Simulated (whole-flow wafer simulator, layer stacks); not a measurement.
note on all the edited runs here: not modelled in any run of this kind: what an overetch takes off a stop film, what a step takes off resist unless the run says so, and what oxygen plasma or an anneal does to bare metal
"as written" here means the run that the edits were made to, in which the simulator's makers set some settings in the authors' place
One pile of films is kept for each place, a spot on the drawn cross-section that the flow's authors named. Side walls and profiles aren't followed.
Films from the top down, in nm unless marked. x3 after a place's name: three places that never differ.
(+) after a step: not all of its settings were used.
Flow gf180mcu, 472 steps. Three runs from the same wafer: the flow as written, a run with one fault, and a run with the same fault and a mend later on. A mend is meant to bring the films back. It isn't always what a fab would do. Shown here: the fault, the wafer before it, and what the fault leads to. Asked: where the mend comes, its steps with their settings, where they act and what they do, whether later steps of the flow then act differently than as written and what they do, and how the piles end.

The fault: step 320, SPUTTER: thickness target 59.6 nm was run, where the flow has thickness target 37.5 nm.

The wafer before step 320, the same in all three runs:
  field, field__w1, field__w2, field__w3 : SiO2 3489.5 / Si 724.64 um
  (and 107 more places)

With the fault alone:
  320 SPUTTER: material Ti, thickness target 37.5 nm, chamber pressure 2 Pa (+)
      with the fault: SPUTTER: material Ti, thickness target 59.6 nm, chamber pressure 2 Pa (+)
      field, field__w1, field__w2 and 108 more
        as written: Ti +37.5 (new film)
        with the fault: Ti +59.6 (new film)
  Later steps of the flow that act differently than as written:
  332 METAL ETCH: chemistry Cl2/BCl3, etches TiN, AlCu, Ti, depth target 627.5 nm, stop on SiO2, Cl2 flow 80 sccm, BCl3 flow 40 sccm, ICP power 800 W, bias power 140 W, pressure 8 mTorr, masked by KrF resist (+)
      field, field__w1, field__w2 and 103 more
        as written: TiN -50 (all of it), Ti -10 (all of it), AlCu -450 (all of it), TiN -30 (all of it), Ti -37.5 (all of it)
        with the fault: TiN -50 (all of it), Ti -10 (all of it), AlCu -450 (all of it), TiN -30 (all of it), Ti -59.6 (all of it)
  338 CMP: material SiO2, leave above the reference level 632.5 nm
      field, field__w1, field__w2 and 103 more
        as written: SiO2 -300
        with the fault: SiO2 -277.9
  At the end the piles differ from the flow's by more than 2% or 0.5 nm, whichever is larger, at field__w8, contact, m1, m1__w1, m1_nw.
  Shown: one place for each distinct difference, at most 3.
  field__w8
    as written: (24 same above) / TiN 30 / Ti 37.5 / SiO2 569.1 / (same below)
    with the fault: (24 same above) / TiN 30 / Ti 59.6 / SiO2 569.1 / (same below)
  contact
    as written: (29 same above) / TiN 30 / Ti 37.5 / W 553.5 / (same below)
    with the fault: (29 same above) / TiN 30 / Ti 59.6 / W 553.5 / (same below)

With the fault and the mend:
  The mend comes after step 320.
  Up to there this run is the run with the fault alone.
  320a METAL ETCH: chemistry Cl2/BCl3, etches TiN, AlCu, Ti, depth target 22.1 nm, Cl2 flow 80 sccm, BCl3 flow 40 sccm, ICP power 800 W, bias power 140 W, pressure 8 mTorr (the flow's step 260 once more, with other settings)
      field, field__w1, field__w2 and 108 more
        Ti -22.1
  No later step of the flow acts differently than as written at any place that is followed.
  At the end the piles are the same as the flow's at every place that both follow.
